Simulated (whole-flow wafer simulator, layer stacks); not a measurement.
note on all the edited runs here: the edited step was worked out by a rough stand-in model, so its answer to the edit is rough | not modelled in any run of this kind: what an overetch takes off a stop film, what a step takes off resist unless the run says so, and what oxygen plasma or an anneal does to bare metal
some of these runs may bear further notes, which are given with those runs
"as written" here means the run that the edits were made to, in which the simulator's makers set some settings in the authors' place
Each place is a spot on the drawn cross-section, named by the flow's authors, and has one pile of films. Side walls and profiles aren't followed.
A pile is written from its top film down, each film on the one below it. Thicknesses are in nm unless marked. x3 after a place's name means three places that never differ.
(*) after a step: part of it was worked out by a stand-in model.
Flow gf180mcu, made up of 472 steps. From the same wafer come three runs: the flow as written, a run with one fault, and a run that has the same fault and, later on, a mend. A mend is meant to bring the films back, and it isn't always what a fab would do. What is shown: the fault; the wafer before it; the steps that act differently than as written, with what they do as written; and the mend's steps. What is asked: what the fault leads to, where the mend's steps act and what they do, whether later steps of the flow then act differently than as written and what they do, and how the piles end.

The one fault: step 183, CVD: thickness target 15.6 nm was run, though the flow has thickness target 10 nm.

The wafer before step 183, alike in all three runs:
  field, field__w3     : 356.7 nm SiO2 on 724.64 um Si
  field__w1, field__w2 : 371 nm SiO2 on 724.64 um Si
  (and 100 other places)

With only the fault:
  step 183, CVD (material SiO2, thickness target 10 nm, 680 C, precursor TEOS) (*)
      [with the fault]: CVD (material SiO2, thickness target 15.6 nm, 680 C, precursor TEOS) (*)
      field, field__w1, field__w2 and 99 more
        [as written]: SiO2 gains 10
        [with the fault]: SiO2 gains 15.6
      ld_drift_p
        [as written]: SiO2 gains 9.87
        [with the fault]: SiO2 gains 15.4
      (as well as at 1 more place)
  Steps further on in the flow that do not act as written (21 other steps are not shown; they differ only slightly, by no more than 2% or 0.5 nm, whichever is larger):
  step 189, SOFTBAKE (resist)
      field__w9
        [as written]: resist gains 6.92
        [with the fault]: resist loses 3.07
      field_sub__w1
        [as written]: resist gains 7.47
        [with the fault]: resist gains 9.77
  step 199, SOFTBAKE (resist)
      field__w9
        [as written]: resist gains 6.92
        [with the fault]: resist loses 3.07
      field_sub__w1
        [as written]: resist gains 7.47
        [with the fault]: resist gains 9.77
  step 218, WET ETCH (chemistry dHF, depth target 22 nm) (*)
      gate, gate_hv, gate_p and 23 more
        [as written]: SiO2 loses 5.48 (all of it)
        [with the fault]: SiO2 loses 11.1 (all of it)
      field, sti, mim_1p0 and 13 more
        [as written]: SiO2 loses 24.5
        [with the fault]: SiO2 loses 25.3
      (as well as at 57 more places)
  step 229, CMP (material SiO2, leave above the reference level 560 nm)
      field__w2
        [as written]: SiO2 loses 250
        [with the fault]: SiO2 loses 255.9
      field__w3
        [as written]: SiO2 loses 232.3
        [with the fault]: SiO2 loses 238.1
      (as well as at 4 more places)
  At spacer, the piles at the end differ from the flow's by more than 2% or 0.5 nm, whichever is larger.
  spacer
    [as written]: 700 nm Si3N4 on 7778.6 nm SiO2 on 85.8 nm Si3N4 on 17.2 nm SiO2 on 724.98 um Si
    [with the fault]: 700 nm Si3N4 on 7773 nm SiO2 on 85.8 nm Si3N4 on 22.8 nm SiO2 on 724.98 um Si

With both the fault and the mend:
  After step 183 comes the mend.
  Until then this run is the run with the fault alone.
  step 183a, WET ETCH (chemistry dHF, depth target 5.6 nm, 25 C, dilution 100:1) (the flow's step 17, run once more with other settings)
      field, field__w1, field__w2 and 101 more
        SiO2 loses 5.6
  Later steps of the flow that are run all act as written at every place that is followed, up to a difference of at most 2% or 0.5 nm, whichever is larger.
  At the end the piles are close to the flow's at the places that both follow, differing by at most 2% or 0.5 nm, whichever is larger.
